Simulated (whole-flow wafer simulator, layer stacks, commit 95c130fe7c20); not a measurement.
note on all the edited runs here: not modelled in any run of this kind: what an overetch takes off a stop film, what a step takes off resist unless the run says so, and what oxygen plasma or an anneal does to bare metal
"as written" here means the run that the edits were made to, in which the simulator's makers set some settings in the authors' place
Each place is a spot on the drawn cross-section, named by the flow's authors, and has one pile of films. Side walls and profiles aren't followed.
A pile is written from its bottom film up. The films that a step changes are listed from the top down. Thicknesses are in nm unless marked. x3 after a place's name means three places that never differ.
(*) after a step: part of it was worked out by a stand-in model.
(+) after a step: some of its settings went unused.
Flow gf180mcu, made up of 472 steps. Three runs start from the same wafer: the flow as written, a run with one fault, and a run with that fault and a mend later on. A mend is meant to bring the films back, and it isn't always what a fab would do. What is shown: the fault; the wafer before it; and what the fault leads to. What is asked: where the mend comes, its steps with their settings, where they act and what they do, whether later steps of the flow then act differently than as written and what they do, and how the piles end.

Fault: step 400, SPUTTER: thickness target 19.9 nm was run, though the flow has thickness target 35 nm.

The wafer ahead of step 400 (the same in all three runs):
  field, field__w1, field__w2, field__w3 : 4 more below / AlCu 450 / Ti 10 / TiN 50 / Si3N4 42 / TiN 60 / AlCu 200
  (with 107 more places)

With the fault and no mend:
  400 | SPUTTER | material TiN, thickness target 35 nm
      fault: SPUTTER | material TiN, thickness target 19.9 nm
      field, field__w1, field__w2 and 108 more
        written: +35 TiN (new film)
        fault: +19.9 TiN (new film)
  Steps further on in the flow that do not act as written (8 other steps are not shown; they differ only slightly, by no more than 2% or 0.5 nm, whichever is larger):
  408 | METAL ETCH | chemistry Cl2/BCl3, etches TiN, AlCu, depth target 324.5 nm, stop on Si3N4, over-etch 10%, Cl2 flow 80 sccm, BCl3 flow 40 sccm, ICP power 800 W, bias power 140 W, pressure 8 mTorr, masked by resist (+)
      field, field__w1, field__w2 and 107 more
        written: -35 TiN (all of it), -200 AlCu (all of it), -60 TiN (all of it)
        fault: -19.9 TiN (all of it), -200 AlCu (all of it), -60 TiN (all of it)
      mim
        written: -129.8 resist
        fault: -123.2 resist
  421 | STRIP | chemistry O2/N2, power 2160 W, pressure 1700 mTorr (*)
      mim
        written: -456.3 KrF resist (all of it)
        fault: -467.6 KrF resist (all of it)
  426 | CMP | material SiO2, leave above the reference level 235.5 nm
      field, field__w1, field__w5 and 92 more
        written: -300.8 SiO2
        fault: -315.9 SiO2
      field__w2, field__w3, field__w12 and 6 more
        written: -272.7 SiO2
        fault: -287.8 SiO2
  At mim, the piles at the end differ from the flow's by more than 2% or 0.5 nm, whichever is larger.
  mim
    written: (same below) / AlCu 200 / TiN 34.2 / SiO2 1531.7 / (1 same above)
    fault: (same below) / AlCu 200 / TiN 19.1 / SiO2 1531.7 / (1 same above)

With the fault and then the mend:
  After step 407 comes the mend.
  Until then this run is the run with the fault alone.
  407a | STRIP | chemistry O2/N2, power 2160 W, pressure 1700 mTorr (*)
      mim
        -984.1 resist (all of it)
  407b | SPUTTER | material TiN, thickness target 15.1 nm (a further turn of the flow's step 400, with different settings)
      field, field__w1, field__w2 and 108 more
        +15.1 TiN
  407c | HMDS | 120 C, 60 s (a further turn of the flow's step 402)
      leaves every film unchanged at each place that is followed
  407d | COAT | resist, thickness 1000 nm (a further turn of the flow's step 403)
      field, field__w1, field__w2 and 108 more
        +1000 resist (new film)
  407e | SOFTBAKE | resist (a further turn of the flow's step 404)
      leaves every film unchanged at each place that is followed
  407f | EXPOSE | photomask FuseTop (a further turn of the flow's step 405)
      leaves every film unchanged at each place that is followed
  407g | PEB | resist, 70.3 s (a further turn of the flow's step 406)
      field, field__w1, field__w2 and 108 more
        -15.9 resist
  407h | DEVELOP | thickness 1000 nm, 60 s (a further turn of the flow's step 407)
      field, field__w1, field__w2 and 107 more
        -984.1 resist (all of it)
  Every later step of the flow that is run acts as written at every place that is followed.
  The piles end the same as the flow's at every place that both follow.
